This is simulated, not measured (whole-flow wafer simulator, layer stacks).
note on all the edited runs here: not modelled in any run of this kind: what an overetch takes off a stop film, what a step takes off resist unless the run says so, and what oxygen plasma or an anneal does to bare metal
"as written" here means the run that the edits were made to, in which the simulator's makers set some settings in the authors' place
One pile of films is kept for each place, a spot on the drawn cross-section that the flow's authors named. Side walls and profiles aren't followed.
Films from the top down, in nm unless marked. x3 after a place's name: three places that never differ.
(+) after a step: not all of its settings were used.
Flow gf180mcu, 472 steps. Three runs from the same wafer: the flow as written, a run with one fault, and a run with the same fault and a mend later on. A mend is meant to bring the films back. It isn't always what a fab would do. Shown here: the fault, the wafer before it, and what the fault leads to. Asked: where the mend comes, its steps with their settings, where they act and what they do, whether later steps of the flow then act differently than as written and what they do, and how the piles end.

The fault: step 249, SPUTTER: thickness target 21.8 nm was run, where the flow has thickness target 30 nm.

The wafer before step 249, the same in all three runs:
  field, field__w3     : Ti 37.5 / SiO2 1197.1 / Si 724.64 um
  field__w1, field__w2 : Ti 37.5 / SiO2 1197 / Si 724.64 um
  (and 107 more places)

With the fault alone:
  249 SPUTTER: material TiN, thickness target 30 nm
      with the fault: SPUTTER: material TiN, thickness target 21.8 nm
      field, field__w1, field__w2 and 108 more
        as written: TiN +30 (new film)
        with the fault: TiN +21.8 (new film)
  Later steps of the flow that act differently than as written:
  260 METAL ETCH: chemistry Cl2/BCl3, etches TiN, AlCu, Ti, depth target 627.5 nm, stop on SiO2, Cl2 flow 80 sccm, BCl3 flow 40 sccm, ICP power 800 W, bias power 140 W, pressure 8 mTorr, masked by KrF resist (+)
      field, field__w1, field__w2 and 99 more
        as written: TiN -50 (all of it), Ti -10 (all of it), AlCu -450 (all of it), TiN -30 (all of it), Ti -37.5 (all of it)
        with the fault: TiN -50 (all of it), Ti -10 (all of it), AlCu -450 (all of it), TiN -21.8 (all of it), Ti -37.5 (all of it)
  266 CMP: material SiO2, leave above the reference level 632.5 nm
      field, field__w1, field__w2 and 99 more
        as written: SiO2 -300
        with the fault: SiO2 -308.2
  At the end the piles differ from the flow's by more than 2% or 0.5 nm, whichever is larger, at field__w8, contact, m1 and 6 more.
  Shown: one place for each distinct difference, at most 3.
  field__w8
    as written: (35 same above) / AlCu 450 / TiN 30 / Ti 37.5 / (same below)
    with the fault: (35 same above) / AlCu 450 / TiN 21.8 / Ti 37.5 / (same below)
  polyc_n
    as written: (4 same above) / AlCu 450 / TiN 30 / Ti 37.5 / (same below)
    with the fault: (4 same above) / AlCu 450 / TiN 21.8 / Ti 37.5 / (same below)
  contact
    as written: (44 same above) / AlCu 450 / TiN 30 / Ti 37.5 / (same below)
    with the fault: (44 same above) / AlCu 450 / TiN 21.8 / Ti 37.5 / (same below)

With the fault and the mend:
  The mend comes after step 249.
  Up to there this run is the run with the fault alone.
  249a SPUTTER: material TiN, thickness target 8.2 nm (the flow's step 249 once more, with other settings)
      field, field__w1, field__w2 and 108 more
        TiN +8.2
  No later step of the flow acts differently than as written at any place that is followed.
  At the end the piles are the same as the flow's at every place that both follow.
